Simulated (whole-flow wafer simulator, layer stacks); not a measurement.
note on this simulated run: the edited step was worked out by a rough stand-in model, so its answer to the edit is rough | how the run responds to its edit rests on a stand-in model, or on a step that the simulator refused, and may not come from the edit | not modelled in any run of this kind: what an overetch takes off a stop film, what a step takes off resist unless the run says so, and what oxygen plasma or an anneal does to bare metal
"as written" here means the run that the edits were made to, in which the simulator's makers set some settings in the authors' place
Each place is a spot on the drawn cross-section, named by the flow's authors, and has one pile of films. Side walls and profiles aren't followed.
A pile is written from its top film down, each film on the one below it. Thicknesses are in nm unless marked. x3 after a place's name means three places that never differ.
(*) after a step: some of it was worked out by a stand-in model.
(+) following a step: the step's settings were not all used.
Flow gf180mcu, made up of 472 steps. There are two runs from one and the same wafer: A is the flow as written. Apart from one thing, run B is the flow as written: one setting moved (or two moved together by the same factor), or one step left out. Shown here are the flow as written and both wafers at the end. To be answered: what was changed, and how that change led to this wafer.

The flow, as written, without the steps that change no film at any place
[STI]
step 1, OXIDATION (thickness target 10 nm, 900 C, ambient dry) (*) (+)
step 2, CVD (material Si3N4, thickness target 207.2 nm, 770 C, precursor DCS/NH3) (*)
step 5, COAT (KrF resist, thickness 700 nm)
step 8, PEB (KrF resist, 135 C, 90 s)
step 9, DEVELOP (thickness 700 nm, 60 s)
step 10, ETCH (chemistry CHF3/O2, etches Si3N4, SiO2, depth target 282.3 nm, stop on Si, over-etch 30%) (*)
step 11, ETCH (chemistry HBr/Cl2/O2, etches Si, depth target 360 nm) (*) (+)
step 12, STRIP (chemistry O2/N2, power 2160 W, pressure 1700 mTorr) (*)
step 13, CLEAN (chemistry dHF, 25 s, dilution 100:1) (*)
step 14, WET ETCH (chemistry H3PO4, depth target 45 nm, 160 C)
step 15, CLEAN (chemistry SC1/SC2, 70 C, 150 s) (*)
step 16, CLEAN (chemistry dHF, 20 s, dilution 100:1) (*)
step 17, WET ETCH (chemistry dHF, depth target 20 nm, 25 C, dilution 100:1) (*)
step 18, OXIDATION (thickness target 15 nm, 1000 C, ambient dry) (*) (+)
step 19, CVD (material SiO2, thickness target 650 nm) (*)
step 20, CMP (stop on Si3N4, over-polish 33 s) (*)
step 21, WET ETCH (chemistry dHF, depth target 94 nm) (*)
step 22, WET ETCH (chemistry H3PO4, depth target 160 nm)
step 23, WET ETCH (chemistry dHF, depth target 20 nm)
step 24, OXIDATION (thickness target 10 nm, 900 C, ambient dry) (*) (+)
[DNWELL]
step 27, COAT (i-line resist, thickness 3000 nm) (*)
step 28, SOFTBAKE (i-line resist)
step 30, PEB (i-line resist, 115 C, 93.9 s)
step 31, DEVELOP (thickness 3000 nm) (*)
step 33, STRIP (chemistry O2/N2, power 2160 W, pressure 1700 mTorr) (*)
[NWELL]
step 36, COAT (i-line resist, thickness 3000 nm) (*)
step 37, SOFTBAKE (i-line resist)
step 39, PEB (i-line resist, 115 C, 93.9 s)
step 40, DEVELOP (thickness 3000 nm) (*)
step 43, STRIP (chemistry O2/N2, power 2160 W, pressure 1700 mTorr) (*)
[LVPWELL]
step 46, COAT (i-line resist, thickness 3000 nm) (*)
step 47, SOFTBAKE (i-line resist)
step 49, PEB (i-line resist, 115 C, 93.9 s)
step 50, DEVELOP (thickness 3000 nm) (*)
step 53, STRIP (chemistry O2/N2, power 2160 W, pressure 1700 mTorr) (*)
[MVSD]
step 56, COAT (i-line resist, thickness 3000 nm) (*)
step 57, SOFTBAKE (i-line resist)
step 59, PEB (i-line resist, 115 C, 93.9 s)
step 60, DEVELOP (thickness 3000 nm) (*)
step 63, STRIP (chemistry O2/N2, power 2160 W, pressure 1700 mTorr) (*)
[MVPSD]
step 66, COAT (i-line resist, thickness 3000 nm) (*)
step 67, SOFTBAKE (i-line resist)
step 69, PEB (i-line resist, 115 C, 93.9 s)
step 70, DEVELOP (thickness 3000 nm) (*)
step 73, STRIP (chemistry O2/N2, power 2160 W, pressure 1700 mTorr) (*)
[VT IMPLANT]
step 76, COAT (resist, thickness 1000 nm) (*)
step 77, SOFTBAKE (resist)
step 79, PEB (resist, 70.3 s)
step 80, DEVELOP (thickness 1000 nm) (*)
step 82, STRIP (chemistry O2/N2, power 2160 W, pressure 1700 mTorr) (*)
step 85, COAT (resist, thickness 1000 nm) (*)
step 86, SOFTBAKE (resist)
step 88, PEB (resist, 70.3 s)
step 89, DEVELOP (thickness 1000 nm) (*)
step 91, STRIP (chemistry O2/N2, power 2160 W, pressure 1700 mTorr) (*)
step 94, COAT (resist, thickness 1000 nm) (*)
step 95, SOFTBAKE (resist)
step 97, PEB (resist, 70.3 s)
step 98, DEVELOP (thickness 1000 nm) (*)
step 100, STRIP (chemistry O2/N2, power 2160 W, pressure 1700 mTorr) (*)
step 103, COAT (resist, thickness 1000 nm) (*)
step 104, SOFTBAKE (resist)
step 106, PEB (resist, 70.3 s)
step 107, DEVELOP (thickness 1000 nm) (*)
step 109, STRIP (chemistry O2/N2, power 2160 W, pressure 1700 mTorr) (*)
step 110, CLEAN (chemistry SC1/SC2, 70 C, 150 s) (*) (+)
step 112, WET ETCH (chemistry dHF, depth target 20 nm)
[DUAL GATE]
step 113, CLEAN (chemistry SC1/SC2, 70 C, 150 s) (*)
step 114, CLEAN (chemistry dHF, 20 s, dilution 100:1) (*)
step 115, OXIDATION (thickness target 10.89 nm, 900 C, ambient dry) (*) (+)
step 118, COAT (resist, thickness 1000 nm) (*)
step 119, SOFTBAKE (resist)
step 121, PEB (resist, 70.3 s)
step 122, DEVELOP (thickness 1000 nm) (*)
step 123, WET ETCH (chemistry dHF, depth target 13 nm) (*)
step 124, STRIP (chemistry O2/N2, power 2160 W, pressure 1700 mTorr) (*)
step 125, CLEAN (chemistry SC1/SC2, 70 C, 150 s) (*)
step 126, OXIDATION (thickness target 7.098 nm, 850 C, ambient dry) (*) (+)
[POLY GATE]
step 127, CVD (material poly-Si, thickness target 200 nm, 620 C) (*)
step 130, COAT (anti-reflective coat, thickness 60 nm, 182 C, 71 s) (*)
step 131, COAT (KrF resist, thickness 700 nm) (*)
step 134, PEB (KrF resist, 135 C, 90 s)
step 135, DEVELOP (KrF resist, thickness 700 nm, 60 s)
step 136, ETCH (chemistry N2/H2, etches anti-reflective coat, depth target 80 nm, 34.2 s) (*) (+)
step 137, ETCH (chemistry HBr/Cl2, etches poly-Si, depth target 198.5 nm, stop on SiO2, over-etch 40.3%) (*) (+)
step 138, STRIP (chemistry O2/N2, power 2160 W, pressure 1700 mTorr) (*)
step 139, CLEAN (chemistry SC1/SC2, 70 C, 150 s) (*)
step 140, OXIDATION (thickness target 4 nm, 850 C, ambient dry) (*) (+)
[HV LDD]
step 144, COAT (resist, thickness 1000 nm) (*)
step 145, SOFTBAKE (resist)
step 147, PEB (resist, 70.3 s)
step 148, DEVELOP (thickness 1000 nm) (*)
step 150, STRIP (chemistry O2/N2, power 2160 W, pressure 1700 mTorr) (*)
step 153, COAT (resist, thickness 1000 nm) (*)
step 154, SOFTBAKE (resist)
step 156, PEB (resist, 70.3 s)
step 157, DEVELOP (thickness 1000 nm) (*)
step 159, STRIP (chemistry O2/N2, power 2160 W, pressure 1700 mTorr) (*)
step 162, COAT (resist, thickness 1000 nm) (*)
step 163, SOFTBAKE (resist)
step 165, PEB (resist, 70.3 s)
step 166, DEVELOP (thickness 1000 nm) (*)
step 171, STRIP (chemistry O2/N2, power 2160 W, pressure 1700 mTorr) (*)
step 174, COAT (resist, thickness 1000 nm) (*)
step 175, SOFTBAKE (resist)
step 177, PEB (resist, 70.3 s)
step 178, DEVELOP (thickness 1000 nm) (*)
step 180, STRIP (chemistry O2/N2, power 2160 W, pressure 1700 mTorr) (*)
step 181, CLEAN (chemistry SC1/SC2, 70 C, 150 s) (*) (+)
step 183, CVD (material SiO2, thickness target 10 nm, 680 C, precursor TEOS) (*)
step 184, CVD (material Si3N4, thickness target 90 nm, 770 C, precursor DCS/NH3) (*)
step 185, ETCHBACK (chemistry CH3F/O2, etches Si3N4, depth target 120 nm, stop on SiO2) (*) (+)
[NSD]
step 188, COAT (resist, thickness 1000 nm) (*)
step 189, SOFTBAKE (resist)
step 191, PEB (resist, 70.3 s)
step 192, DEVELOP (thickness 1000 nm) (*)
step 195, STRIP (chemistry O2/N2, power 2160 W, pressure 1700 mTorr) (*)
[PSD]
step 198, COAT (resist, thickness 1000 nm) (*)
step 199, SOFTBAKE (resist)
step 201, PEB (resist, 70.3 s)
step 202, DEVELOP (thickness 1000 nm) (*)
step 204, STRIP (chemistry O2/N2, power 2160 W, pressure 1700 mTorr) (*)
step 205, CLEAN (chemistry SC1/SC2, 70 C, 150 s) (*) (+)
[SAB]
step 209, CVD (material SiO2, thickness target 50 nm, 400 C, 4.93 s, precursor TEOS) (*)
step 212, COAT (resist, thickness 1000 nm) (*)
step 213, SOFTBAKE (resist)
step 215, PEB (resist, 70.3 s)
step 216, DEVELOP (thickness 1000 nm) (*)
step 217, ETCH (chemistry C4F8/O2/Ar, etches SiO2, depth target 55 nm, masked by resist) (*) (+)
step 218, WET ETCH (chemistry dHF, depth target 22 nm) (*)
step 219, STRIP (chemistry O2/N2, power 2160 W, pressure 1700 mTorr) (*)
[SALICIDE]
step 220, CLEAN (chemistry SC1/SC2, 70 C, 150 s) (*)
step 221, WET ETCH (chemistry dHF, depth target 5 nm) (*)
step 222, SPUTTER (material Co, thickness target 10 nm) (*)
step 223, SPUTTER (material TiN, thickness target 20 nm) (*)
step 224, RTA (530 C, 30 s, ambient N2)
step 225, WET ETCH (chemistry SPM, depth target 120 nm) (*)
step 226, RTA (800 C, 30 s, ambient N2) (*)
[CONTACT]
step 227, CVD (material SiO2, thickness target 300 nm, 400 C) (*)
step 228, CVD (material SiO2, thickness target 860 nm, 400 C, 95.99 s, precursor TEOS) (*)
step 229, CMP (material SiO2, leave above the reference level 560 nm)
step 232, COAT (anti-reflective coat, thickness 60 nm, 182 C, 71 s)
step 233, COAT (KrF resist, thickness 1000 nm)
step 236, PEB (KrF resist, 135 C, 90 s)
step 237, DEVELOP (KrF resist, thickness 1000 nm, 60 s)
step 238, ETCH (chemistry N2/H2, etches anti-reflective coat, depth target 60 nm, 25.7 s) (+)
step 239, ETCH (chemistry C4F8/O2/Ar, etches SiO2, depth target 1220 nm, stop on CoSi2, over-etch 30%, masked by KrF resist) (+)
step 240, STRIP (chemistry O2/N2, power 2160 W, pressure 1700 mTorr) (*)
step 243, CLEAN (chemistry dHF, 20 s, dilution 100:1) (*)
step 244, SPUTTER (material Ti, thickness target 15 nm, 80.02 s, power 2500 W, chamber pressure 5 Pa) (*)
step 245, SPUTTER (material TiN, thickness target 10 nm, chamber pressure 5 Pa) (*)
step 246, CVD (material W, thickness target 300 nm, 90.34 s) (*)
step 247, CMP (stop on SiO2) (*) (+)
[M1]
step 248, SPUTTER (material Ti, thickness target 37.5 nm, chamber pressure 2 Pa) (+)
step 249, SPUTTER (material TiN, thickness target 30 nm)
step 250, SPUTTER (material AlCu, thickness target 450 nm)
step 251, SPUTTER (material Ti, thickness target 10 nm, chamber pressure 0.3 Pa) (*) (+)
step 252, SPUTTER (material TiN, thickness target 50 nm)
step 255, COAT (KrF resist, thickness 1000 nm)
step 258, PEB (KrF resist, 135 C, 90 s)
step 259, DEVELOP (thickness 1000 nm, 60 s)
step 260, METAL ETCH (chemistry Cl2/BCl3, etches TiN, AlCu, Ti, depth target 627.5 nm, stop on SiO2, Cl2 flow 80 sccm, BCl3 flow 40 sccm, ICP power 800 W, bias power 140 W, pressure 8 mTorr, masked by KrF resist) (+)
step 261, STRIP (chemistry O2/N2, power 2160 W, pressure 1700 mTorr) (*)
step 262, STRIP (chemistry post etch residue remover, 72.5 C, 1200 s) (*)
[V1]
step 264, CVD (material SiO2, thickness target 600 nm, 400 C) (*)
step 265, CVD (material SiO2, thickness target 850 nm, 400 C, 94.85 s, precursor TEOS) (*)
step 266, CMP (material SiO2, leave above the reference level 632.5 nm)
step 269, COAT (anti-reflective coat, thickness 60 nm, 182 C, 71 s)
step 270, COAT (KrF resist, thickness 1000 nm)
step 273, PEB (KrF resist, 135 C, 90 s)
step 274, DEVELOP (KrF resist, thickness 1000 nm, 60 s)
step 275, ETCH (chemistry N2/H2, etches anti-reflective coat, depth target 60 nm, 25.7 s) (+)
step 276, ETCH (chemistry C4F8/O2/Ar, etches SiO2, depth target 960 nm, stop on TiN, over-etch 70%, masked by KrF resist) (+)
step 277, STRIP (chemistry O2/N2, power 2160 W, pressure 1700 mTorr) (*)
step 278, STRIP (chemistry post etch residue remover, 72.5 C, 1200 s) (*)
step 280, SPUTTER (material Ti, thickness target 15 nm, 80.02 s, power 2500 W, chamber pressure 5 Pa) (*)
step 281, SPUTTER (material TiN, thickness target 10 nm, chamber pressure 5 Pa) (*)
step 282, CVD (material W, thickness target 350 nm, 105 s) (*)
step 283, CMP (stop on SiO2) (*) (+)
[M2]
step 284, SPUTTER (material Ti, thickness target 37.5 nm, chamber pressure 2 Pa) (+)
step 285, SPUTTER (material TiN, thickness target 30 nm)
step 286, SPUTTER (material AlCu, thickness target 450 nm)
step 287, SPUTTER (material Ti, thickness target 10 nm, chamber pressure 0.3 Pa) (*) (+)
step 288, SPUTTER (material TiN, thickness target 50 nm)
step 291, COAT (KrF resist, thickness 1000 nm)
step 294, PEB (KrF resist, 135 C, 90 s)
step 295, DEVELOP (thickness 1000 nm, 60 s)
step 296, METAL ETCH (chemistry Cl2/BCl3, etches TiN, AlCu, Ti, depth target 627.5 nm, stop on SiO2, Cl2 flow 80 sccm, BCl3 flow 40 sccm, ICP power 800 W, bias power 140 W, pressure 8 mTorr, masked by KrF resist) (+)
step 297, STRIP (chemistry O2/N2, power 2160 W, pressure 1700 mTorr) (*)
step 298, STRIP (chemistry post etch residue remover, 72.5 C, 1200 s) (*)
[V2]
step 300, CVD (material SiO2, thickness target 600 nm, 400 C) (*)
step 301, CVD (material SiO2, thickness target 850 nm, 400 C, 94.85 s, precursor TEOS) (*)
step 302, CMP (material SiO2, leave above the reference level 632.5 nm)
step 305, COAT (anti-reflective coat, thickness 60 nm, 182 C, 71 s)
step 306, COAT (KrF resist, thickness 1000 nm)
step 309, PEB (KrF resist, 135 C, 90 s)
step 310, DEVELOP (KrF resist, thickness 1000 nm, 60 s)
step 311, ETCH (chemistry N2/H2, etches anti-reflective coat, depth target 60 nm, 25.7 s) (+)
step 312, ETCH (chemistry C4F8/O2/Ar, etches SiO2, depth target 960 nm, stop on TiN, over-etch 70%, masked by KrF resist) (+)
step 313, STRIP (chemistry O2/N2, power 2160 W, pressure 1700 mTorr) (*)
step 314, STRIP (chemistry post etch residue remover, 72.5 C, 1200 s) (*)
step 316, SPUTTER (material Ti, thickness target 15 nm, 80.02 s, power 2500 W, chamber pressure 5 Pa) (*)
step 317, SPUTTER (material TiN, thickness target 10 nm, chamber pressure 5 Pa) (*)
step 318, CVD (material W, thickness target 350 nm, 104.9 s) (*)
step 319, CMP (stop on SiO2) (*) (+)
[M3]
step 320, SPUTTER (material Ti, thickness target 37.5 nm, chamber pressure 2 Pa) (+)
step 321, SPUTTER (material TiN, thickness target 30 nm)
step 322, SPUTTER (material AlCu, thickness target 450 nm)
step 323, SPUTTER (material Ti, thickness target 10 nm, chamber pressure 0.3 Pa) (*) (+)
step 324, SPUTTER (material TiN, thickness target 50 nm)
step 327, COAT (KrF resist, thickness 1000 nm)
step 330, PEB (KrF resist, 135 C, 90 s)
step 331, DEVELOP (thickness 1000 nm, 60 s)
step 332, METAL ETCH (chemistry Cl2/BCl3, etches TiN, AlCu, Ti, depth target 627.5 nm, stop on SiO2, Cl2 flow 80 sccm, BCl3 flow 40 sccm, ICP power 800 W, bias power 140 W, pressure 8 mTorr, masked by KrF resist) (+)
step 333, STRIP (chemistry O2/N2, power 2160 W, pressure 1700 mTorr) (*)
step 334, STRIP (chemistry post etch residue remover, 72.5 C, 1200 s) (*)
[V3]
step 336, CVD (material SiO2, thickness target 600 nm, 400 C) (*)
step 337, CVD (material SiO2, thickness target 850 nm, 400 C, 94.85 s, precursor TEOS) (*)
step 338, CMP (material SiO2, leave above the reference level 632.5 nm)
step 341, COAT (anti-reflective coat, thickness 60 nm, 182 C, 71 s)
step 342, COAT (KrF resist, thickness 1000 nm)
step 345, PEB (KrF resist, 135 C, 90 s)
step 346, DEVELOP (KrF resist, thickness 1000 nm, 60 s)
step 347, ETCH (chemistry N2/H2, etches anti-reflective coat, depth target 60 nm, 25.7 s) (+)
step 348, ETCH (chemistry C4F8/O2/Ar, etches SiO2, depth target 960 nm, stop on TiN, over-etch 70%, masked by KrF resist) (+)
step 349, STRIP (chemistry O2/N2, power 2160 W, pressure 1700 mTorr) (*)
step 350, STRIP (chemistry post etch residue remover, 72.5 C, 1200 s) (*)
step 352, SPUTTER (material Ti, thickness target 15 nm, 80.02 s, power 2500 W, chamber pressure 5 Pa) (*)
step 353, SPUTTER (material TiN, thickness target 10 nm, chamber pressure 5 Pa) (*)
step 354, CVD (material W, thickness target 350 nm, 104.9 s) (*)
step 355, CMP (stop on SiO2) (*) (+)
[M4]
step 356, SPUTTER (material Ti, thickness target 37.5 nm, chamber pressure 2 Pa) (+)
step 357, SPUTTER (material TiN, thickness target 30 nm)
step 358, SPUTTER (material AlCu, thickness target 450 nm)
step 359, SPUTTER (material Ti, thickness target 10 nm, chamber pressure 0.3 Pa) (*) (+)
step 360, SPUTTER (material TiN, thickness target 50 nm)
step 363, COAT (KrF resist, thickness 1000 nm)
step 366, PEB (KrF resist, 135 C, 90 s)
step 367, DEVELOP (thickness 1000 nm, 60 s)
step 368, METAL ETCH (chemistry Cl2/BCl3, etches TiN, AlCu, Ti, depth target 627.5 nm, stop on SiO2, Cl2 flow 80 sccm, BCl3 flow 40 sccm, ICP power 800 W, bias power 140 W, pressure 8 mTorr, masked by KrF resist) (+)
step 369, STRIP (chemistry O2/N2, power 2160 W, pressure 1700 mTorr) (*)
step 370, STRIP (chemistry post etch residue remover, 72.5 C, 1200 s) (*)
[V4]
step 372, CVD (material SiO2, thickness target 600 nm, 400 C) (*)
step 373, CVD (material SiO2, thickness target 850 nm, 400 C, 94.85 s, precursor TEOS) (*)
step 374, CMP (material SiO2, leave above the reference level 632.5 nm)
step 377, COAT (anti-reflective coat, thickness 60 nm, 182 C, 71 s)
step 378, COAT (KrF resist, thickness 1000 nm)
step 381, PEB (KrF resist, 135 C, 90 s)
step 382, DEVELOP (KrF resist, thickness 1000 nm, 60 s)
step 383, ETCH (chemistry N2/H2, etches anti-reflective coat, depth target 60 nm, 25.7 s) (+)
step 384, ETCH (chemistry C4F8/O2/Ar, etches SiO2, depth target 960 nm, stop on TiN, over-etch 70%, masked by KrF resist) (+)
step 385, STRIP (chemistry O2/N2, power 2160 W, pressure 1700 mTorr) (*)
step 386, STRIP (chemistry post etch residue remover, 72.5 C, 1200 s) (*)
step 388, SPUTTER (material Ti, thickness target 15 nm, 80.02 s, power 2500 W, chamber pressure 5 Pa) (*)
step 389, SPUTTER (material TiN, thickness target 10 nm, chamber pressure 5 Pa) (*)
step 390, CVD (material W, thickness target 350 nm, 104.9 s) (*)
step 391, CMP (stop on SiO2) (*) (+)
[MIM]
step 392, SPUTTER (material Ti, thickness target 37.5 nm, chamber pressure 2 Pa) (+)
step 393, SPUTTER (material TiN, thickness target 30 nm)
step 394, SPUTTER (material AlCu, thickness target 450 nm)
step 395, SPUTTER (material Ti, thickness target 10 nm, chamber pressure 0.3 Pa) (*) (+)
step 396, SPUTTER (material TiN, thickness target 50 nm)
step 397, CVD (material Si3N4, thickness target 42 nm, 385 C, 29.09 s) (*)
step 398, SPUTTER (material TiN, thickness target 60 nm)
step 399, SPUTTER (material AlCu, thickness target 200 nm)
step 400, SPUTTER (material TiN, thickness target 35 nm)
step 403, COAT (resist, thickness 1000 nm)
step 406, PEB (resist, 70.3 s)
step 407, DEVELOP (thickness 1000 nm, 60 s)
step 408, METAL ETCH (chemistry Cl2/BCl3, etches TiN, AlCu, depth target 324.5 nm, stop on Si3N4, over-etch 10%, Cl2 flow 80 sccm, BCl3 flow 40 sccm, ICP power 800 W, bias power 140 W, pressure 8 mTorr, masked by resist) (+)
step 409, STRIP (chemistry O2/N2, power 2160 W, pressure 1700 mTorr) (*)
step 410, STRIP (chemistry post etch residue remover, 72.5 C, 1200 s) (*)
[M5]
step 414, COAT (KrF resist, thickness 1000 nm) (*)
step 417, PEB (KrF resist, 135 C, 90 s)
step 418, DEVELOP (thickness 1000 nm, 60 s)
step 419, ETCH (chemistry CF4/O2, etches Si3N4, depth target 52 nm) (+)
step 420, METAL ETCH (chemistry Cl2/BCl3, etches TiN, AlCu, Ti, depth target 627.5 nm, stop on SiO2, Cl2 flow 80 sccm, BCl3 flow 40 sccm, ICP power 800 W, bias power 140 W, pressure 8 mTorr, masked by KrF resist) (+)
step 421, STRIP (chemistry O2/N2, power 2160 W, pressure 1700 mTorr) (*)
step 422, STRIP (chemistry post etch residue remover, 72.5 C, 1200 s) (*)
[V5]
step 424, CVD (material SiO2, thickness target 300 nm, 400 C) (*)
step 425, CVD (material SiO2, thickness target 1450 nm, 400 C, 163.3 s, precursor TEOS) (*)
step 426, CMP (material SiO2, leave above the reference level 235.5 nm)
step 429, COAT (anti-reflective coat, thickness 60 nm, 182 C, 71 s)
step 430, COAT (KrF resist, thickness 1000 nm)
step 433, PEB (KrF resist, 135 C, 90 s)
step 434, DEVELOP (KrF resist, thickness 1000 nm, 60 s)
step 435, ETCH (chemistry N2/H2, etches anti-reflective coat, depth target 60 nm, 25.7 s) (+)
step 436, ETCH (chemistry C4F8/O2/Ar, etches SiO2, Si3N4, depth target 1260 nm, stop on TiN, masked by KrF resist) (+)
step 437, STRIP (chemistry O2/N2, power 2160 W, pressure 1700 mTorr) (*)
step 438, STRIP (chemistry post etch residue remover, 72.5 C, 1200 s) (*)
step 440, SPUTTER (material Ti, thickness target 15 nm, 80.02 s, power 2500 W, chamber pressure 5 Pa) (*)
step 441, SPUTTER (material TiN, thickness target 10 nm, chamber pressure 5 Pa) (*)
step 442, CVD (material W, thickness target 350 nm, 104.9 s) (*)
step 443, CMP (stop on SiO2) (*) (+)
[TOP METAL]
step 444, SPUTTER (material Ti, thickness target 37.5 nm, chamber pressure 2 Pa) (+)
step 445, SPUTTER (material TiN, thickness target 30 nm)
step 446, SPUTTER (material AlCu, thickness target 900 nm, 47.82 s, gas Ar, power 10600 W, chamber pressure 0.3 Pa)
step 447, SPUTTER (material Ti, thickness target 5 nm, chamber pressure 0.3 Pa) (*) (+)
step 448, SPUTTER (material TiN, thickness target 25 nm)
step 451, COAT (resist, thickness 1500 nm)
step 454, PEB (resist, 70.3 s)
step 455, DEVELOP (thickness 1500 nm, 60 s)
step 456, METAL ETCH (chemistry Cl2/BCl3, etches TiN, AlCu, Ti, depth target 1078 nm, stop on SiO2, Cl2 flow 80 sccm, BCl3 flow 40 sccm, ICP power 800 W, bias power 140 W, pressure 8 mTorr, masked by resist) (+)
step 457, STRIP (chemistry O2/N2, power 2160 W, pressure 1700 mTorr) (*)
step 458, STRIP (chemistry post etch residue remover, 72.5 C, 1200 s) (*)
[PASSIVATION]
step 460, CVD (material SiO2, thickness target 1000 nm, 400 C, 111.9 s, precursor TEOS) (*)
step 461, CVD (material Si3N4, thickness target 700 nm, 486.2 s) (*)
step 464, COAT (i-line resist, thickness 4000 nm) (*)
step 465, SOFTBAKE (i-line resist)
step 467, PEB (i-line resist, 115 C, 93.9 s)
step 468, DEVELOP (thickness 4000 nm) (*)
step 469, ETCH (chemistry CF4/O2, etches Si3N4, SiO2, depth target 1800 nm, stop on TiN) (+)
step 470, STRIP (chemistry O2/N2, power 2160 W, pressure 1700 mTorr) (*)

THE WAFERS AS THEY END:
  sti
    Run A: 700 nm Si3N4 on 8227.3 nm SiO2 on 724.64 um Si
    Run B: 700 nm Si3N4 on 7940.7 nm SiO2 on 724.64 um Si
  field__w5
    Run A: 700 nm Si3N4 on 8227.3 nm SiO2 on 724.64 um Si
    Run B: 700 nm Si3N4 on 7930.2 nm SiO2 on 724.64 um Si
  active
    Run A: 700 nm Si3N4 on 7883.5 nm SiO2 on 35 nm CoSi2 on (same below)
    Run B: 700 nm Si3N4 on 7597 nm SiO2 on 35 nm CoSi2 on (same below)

The reason: step 425, CVD: thickness target 856 nm was run, whereas the flow has thickness target 1450 nm; step 425, CVD: 96.34 s was run, where the flow has 163.3 s.

Step by step, how the change led to this:
  step 425, CVD (material SiO2, thickness target 1450 nm, 400 C, 163.3 s, precursor TEOS) (*)
      field, field__w1, field__w4 and 100 more: A +1450 SiO2 | B +863.1 SiO2
      field__w2, field__w3, field__w12 and 6 more: A +1421.8 SiO2 | B +846.9 SiO2
  step 426, CMP (material SiO2, leave above the reference level 235.5 nm)
      field, field__w1, field__w5 and 92 more: A -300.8 SiO2 | B nothing
      field__w2, field__w3, field__w12 and 6 more: A -272.7 SiO2 | B nothing
      (and at 8 other places as well)
  step 429, COAT (anti-reflective coat, thickness 60 nm, 182 C, 71 s)
      p_well, sti, spacer, sd_n, pad, dice_street: A +60 anti-reflective coat (new film) | B +62.1 anti-reflective coat (new film)
      field__w9, ld_gate_n, ld_acc_n: A +60 anti-reflective coat (new film) | B +61.3 anti-reflective coat (new film)
      (and at 49 other places as well)
  step 430, COAT (KrF resist, thickness 1000 nm)
      field: A +1000 KrF resist (new film) | B +939.2 KrF resist (new film)
      field__w7: A +1000 KrF resist (new film) | B +1072.8 KrF resist (new film)
      (and at 26 other places as well)
  step 433, PEB (KrF resist, 135 C, 90 s)
      ppoly_u, npoly_sal, nw_enc_fld_lv: A -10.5 KrF resist | B -11.4 KrF resist
      field: A -10.5 KrF resist | B -9.59 KrF resist
      (and at 17 other places as well)
  step 434, DEVELOP (KrF resist, thickness 1000 nm, 60 s)
      contact: A -989.5 KrF resist (all of it) | B -827.5 KrF resist (all of it)
  step 435, ETCH (chemistry N2/H2, etches anti-reflective coat, depth target 60 nm, 25.7 s) (+)
      contact: A -60 anti-reflective coat (all of it), -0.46 SiO2 | B -13.3 anti-reflective coat (all of it), -1.66 SiO2
  step 437, STRIP (chemistry O2/N2, power 2160 W, pressure 1700 mTorr) (*)
      p_well, sti, spacer, sd_n, pad, dice_street: A -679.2 KrF resist (all of it), -60 anti-reflective coat (all of it) | B -679.7 KrF resist (all of it), -62.1 anti-reflective coat (all of it)
      field: A -679.2 KrF resist (all of it), -60 anti-reflective coat (all of it) | B -619.3 KrF resist (all of it), -199.3 anti-reflective coat (all of it)
      (and at 51 other places as well)
  step 440, SPUTTER (material Ti, thickness target 15 nm, 80.02 s, power 2500 W, chamber pressure 5 Pa) (*)
      field__w2: A +15 Ti (new film) | B +14.3 Ti (new film)
      contact: A +8.12 Ti (new film) | B +9.58 Ti (new film)
  step 441, SPUTTER (material TiN, thickness target 10 nm, chamber pressure 5 Pa) (*)
      field__w2: A +10 TiN (new film) | B +9.48 TiN (new film)
      contact: A +5.38 TiN (new film) | B +6.36 TiN (new film)
  step 442, CVD (material W, thickness target 350 nm, 104.9 s) (*)
      contact: A +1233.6 W (new film) | B +945 W (new film)
  step 443, CMP (stop on SiO2) (*) (+)
      field__w3, field__w12, npoly_sal, ppoly_sal, nw_sep_fld, gate_hv5, gate_p_hv5, sti_nw: A -350 W (all of it), -10 TiN (all of it), -15 Ti (all of it), -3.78 SiO2 | B -350 W (all of it), -10 TiN (all of it), -3.03 Ti
      field__w2: A -350 W (all of it), -10 TiN (all of it), -15 Ti (all of it), -3.78 SiO2 | B -350.7 W (all of it), -9.48 TiN (all of it), -2.32 Ti
      (and at 7 other places as well)
  step 444, SPUTTER (material Ti, thickness target 37.5 nm, chamber pressure 2 Pa) (+)
      field__w2, field__w3, field__w12 and 6 more: A +37.5 Ti (new film) | B +37.1 Ti
  step 445, SPUTTER (material TiN, thickness target 30 nm)
      field__w2, field__w3, field__w12 and 6 more: A +30 TiN (new film) | B +29.3 TiN (new film)
  step 448, SPUTTER (material TiN, thickness target 25 nm)
      field__w3, field__w12, npoly_sal, ppoly_sal, nw_sep_fld, gate_hv5, gate_p_hv5, sti_nw: A +25 TiN (new film) | B +24.4 TiN (new film)
      field__w2: A +25 TiN (new film) | B +22.4 TiN (new film)
  step 451, COAT (resist, thickness 1500 nm)
      field: A +1500 resist (new film) | B +1547.6 resist (new film)
      field__w8: A +1500 resist (new film) | B +1262.9 resist (new film)
      (and at 11 other places as well)
  ... another 8 steps ...
  step 470, STRIP (chemistry O2/N2, power 2160 W, pressure 1700 mTorr) (*)
      field__w8, m1__w1: A -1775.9 i-line resist (all of it) | B -1512.2 i-line resist (all of it)
      m1: A -1798.9 i-line resist (all of it) | B -1525.2 i-line resist (all of it)
      (and at 3 other places as well)
